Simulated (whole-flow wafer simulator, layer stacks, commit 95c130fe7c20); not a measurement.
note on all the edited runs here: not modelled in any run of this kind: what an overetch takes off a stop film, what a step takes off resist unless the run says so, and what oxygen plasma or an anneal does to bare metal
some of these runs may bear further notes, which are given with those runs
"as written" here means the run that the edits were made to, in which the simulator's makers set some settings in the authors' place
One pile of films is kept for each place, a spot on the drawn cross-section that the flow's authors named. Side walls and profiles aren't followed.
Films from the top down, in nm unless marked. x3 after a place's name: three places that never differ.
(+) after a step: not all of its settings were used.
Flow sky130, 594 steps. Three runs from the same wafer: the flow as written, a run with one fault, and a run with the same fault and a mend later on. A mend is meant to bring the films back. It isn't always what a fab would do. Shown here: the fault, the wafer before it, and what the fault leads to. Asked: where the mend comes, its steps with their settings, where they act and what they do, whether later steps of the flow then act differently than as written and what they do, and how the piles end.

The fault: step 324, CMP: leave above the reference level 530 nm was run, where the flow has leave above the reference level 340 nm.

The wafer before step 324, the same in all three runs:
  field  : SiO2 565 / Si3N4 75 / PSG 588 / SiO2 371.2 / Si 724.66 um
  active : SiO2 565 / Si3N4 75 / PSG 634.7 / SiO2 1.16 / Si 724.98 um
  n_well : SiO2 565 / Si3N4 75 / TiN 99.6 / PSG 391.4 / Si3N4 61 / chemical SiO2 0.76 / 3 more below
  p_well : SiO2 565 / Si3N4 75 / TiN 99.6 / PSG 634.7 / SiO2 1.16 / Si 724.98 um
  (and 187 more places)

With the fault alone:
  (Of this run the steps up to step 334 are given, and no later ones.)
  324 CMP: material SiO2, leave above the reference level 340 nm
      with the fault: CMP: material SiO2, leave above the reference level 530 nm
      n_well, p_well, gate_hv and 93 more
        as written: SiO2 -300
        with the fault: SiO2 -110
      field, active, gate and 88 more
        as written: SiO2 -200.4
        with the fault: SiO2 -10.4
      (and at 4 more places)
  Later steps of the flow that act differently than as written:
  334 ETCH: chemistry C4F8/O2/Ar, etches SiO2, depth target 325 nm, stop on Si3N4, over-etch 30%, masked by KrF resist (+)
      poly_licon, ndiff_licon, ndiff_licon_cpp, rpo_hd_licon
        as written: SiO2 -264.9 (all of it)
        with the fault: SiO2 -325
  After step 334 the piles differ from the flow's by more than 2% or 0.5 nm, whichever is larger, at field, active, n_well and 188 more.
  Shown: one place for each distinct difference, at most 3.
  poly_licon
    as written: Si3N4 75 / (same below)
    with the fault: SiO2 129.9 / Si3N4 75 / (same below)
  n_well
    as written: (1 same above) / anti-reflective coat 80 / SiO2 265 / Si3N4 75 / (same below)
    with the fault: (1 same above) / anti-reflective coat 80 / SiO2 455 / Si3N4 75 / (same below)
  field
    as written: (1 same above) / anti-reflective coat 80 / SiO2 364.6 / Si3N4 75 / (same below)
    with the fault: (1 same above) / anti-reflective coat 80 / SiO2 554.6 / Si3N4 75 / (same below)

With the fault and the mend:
  The mend comes after step 324.
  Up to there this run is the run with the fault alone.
  324a CMP: material SiO2, leave above the reference level 340 nm (the flow's step 324 once more)
      field, active, n_well and 188 more
        SiO2 -190
  No later step of the flow acts differently than as written at any place that is followed.
  At the end the piles are the same as the flow's at every place that both follow.
